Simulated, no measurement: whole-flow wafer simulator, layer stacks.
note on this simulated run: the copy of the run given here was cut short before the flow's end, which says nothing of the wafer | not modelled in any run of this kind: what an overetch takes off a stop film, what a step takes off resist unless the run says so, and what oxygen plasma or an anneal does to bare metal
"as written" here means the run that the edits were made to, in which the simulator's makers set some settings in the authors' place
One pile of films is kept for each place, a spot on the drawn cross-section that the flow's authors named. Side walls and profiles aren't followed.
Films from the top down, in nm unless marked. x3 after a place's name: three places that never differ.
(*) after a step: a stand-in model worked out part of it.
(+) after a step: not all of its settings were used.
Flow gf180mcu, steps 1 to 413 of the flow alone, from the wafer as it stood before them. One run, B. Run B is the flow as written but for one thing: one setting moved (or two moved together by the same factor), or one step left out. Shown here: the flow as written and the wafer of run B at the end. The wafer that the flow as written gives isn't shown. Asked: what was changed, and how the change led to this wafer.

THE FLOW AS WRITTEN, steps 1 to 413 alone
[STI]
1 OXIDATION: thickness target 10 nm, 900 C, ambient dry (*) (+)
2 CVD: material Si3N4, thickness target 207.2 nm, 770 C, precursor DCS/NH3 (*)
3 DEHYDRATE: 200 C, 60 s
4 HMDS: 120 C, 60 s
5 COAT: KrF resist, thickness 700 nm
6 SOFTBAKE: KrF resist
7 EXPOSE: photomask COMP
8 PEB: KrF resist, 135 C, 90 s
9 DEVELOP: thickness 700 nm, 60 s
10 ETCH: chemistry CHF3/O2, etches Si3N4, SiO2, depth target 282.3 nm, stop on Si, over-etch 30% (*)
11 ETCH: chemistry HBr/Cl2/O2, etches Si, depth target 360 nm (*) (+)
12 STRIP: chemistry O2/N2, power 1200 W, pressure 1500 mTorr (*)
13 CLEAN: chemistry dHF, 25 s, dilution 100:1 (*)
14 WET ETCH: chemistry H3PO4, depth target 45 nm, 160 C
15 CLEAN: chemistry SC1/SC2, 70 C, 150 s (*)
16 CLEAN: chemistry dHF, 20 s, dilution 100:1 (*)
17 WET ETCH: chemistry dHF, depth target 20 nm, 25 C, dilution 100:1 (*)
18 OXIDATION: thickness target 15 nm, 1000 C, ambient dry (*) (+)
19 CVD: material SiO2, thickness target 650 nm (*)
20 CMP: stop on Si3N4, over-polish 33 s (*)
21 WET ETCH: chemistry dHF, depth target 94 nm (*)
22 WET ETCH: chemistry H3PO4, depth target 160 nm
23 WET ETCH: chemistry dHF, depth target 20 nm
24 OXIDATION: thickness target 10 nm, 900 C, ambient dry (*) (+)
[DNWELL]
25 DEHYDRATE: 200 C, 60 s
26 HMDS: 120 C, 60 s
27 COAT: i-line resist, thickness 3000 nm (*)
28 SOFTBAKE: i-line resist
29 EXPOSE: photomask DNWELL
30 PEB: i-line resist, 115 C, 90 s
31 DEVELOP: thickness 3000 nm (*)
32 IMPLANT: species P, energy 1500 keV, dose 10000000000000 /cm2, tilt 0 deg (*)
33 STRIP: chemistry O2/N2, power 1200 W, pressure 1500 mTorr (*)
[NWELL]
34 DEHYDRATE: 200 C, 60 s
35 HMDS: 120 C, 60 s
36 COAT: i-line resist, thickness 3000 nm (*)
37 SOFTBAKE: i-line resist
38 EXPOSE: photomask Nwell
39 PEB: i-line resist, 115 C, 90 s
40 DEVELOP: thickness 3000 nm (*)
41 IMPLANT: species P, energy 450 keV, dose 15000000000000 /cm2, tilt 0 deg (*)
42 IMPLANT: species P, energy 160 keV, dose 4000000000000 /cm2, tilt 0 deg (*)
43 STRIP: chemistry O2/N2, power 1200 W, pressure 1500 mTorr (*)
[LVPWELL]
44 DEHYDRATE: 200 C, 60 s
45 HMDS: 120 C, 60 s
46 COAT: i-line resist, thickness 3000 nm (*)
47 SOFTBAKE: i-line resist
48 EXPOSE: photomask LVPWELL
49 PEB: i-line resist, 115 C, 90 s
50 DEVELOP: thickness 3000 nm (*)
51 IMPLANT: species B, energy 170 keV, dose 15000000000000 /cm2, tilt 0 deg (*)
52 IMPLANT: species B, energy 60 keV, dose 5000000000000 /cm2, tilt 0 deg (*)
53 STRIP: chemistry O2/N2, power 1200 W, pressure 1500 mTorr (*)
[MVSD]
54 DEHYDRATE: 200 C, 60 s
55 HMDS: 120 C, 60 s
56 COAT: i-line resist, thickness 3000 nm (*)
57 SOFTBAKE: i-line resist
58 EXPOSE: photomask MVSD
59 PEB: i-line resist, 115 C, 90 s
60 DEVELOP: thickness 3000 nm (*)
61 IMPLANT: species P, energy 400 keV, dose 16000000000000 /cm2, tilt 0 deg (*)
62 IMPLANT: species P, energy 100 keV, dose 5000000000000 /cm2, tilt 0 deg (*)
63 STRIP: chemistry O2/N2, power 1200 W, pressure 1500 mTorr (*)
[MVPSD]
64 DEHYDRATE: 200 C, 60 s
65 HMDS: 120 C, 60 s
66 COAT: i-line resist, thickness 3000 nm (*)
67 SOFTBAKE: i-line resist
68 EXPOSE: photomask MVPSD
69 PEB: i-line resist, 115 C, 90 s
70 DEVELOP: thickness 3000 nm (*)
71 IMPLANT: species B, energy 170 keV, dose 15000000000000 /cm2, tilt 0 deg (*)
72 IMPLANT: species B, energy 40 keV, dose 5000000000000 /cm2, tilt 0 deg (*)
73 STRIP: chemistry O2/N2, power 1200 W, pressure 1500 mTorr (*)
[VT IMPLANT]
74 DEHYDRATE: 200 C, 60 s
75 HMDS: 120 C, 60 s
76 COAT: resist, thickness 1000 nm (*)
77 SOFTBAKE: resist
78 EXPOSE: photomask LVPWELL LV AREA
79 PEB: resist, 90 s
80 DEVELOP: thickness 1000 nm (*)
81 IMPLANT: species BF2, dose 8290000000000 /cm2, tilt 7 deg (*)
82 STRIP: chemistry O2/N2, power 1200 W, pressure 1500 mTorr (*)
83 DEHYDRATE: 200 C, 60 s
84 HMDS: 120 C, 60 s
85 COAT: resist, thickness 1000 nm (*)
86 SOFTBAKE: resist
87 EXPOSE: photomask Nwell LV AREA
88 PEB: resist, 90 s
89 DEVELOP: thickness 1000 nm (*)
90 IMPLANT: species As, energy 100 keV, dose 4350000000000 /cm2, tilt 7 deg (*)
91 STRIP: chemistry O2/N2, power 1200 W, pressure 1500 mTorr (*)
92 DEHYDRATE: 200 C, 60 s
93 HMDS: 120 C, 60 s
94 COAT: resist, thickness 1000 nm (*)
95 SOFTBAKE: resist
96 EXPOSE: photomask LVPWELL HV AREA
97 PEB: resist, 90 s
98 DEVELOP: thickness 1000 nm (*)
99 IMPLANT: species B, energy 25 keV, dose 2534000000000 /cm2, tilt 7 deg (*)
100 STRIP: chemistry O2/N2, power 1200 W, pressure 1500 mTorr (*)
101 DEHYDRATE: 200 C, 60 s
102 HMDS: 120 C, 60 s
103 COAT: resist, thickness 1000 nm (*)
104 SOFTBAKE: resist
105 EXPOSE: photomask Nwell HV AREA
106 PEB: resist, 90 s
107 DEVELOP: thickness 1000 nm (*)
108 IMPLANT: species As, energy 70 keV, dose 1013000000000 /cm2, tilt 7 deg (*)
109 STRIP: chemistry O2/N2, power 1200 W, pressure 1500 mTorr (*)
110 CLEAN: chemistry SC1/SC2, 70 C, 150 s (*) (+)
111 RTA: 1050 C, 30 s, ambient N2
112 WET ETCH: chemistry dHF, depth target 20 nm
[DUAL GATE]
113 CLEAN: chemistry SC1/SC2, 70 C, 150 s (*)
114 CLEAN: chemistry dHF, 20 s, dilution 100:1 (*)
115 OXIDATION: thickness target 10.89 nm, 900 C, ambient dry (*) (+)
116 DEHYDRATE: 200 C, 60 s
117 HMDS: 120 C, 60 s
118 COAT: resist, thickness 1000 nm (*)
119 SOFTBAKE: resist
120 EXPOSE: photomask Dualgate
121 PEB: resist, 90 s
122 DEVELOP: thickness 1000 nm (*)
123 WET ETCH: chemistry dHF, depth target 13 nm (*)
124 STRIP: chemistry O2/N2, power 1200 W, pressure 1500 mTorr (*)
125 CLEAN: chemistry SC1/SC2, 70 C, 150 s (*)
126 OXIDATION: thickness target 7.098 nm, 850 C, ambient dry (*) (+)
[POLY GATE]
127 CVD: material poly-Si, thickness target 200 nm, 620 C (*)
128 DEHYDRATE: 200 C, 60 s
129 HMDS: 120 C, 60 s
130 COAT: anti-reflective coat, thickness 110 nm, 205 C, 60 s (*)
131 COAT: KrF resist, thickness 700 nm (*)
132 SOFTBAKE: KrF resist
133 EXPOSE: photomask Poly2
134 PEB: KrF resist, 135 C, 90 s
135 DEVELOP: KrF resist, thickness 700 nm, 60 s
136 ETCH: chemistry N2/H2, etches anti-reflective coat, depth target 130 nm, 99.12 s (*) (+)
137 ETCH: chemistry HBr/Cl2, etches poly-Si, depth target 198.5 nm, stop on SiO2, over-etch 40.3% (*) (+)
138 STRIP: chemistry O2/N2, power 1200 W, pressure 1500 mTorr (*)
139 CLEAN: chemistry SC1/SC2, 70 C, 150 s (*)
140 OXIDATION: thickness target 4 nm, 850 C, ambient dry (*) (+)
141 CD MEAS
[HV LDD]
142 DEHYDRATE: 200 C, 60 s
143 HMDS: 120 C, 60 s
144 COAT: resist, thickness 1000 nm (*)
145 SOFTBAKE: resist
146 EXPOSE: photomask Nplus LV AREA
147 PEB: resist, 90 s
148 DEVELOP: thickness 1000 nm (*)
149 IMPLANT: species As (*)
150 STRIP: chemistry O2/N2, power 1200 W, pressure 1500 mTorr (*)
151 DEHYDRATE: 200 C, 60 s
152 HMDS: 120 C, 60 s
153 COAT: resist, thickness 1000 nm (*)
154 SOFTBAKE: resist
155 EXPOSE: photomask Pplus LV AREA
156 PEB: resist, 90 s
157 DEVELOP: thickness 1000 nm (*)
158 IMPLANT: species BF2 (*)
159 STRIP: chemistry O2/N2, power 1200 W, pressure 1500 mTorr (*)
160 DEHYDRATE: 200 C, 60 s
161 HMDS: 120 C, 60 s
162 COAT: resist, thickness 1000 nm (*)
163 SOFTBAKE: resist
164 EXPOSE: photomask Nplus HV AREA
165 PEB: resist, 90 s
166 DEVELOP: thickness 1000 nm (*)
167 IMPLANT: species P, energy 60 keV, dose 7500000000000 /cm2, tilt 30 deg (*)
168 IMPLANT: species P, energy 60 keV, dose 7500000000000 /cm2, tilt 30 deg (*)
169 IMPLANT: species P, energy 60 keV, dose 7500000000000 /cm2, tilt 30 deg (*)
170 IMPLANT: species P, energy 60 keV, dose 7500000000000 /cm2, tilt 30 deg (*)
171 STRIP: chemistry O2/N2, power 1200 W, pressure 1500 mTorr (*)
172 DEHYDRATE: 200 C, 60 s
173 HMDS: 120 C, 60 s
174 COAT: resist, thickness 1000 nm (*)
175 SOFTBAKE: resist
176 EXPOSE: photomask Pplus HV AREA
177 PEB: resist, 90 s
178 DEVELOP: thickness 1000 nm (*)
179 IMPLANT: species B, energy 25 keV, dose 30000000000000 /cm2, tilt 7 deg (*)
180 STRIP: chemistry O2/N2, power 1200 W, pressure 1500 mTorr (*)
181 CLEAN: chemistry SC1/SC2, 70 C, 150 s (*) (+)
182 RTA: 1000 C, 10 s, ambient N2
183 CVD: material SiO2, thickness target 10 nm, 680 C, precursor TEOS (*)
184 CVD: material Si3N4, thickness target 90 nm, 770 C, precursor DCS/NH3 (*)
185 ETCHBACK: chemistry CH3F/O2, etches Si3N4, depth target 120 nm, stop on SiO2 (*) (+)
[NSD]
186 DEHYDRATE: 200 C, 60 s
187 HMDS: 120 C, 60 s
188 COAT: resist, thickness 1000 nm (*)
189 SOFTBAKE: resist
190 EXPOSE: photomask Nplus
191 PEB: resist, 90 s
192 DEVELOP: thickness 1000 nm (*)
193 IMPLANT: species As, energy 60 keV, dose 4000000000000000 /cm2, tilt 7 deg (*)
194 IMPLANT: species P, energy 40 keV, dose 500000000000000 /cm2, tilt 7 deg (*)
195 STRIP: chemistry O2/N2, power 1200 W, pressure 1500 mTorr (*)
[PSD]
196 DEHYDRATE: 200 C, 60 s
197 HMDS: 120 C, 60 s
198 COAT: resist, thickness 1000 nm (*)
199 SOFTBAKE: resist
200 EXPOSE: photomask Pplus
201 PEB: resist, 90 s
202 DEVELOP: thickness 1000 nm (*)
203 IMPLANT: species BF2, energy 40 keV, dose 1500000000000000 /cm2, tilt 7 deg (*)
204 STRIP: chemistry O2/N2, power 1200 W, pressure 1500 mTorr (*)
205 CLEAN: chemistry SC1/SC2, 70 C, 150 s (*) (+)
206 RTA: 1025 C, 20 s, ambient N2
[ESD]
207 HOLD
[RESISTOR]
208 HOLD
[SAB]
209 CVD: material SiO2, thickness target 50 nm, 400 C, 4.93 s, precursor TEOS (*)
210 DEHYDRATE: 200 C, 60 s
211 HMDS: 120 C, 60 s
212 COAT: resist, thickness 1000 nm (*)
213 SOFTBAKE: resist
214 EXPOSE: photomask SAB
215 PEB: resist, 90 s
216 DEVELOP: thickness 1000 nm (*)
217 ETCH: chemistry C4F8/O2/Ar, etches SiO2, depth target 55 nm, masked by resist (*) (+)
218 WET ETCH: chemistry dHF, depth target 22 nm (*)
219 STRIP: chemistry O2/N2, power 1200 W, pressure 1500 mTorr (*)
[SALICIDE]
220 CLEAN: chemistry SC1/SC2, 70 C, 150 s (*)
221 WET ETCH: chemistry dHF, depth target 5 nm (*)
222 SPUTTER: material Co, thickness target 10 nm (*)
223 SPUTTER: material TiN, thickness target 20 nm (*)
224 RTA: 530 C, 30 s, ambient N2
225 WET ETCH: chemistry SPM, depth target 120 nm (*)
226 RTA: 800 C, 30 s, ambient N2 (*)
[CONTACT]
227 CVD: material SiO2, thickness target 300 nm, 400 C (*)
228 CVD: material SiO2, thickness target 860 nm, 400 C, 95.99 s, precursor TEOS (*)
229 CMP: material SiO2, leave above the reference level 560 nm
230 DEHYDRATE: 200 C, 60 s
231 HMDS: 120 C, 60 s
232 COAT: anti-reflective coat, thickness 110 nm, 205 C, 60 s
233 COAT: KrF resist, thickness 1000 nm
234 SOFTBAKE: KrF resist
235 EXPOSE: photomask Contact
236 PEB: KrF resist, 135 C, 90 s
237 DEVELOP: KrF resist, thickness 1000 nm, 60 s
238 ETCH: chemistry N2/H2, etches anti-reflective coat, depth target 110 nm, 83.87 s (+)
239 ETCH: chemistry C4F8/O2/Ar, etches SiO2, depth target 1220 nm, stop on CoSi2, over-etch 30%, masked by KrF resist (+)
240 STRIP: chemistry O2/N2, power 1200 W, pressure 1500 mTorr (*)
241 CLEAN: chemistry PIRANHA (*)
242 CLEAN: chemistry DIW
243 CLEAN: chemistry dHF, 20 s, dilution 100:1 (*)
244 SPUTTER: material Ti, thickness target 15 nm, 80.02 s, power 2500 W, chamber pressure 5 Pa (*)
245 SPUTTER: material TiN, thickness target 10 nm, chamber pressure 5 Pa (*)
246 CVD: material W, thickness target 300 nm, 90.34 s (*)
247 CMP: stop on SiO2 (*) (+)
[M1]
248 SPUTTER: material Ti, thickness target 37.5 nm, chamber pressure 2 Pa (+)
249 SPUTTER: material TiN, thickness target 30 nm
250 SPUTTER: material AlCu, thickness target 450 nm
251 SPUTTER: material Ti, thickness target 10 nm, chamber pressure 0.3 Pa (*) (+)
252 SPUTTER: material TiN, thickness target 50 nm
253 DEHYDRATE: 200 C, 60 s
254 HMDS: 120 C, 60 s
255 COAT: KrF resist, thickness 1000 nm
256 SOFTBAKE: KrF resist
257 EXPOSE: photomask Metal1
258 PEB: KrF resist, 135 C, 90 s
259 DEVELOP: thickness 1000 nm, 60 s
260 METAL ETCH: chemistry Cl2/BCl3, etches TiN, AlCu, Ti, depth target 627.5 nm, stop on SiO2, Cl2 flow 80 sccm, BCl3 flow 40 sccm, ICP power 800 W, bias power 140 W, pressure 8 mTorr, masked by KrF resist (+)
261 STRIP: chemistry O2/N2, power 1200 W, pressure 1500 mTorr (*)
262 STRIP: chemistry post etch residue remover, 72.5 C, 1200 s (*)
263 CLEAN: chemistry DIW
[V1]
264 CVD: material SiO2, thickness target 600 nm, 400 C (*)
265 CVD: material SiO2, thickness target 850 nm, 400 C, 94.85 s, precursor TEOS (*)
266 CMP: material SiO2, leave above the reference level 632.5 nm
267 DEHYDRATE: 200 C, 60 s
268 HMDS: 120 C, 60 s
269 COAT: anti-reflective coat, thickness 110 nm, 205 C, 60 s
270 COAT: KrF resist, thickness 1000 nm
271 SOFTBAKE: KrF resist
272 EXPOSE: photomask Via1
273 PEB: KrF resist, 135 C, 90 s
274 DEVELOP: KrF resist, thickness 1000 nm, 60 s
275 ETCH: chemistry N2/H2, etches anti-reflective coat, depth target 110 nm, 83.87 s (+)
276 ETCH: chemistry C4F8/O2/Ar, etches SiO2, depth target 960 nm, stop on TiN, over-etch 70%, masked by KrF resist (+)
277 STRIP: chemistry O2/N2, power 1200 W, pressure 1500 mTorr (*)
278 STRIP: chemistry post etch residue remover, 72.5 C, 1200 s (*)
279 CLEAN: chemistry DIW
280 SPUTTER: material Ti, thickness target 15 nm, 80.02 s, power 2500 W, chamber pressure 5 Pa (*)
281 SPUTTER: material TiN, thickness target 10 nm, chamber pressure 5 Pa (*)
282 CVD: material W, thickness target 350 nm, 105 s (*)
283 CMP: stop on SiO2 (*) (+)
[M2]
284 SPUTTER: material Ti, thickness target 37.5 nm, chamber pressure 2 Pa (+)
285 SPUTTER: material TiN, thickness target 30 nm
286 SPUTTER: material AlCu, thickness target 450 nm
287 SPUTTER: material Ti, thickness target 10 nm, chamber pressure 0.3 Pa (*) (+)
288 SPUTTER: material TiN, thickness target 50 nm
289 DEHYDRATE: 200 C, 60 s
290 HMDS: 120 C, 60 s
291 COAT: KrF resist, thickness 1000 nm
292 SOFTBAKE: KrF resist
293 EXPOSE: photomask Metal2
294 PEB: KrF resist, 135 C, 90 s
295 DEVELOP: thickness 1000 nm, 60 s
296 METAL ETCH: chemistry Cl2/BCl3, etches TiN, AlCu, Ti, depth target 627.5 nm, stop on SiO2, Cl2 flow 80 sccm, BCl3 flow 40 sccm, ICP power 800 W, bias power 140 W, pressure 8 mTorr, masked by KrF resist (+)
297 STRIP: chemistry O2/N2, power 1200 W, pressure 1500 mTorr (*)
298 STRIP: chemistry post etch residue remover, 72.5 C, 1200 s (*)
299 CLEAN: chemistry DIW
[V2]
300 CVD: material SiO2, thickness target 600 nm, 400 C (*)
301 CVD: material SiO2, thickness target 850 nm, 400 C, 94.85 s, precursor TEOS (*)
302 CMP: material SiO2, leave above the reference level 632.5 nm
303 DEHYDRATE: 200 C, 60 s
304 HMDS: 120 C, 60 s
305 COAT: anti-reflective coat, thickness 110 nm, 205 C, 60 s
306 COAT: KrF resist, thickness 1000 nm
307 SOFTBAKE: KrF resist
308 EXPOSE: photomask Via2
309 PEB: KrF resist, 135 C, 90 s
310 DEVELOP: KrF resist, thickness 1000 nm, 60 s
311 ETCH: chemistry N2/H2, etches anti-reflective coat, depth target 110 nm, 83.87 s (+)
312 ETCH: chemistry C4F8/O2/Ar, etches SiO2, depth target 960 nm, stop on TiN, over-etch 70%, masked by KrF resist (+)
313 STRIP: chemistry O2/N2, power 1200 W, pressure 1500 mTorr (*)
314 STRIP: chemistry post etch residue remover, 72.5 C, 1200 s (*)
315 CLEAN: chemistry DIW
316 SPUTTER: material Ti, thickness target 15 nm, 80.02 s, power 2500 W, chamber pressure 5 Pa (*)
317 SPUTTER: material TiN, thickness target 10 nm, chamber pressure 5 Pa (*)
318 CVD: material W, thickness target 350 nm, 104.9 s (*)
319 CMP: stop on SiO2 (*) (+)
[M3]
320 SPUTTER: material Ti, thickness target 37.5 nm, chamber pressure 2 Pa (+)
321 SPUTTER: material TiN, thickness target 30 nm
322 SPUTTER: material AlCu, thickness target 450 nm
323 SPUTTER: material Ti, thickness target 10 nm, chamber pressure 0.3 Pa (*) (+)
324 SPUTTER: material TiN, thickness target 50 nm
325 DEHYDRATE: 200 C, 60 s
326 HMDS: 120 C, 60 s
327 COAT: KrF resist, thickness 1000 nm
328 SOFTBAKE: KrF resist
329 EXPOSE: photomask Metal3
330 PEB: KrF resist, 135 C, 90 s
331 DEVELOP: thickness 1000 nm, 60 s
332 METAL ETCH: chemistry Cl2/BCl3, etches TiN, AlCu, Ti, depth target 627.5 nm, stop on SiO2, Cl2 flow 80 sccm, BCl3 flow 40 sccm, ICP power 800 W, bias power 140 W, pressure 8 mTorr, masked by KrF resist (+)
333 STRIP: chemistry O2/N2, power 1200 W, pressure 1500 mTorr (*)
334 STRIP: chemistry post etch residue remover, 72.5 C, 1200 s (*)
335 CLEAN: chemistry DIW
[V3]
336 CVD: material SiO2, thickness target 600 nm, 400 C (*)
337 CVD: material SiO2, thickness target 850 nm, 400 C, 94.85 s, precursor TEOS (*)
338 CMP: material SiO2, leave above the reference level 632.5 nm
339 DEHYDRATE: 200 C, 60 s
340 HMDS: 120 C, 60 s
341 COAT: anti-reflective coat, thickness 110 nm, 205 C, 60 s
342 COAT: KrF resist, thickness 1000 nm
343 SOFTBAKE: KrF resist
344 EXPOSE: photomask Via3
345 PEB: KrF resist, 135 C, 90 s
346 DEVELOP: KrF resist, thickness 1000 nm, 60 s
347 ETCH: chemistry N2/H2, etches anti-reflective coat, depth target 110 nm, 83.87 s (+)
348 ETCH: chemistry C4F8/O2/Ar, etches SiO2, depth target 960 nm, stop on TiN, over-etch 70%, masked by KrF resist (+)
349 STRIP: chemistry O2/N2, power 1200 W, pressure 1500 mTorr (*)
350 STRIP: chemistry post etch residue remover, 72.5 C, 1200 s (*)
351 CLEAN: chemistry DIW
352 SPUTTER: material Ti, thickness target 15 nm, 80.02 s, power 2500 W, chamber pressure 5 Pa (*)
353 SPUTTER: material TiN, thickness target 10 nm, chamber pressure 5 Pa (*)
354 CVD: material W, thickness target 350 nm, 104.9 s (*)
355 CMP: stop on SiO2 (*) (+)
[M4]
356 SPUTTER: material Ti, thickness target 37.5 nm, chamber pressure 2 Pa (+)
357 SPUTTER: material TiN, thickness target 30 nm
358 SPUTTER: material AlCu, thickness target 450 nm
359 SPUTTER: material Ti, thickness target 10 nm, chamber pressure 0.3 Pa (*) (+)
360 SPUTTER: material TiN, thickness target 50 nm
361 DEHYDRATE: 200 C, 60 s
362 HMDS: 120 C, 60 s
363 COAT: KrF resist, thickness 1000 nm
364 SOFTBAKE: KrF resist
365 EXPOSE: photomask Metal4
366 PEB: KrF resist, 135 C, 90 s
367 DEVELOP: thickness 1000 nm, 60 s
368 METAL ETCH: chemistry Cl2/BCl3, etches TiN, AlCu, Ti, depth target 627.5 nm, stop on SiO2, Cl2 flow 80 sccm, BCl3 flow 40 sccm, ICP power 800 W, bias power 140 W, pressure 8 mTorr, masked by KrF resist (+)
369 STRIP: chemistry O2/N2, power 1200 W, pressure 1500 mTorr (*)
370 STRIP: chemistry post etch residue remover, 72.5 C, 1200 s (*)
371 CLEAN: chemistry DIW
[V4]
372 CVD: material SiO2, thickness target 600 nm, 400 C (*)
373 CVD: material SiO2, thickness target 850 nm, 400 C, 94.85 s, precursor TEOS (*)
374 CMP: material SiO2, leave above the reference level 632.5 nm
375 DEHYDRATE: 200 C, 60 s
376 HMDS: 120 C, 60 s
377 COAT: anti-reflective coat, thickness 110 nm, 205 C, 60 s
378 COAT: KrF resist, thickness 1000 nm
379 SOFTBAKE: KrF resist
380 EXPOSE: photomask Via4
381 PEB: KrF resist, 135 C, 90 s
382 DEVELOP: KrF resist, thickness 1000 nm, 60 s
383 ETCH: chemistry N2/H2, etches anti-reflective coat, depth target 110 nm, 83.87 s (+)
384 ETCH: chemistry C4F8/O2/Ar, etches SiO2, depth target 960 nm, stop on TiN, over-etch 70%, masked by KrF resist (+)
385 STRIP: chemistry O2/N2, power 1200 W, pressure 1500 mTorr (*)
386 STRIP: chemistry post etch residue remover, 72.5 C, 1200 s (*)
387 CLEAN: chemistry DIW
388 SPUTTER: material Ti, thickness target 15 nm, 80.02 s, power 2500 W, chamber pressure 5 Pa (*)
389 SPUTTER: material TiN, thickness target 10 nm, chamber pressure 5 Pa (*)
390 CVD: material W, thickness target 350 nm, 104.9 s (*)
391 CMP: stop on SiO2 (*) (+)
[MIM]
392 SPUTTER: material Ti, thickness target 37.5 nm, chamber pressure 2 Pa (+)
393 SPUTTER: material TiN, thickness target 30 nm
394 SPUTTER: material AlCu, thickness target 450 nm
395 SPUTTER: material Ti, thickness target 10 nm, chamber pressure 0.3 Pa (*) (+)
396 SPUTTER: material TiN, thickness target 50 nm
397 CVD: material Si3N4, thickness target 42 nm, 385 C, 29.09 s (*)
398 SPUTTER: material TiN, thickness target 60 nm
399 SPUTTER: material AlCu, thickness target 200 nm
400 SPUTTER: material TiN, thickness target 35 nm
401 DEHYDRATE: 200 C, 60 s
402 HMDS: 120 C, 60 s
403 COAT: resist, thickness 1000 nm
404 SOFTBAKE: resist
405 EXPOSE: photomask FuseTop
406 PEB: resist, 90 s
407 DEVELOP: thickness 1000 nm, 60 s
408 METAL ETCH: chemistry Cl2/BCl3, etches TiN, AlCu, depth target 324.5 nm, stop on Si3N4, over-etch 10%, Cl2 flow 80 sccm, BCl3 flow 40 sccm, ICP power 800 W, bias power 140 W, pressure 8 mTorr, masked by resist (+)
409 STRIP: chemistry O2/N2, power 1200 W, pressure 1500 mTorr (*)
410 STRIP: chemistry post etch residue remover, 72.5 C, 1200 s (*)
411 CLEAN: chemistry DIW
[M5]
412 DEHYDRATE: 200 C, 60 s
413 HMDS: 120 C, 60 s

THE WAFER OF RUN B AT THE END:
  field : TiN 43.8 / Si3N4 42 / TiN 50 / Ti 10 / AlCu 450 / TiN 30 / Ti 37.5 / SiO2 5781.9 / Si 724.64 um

The cause: step 408, METAL ETCH: depth target 250.8 nm was run, where the flow has depth target 324.5 nm.

How the change led to this, step by step:
  408 METAL ETCH: chemistry Cl2/BCl3, etches TiN, AlCu, depth target 324.5 nm, stop on Si3N4, over-etch 10%, Cl2 flow 80 sccm, BCl3 flow 40 sccm, ICP power 800 W, bias power 140 W, pressure 8 mTorr, masked by resist (+)
      field, field__w1, field__w2 and 107 more: TiN -35 (all of it), AlCu -200 (all of it), TiN -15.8 (as written it would be: TiN -35 (all of it), AlCu -200 (all of it), TiN -60 (all of it))
      mim: resist -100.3 (as written it would be: resist -129.8)
  409 STRIP: chemistry O2/N2, power 1200 W, pressure 1500 mTorr (*)
      mim: resist -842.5 (all of it) (as written it would be: resist -813 (all of it))
Counting metal films that touch as one body, field has 2 bodies (between them, from the top down: Si3N4 42); the flow as written gives 1 body.
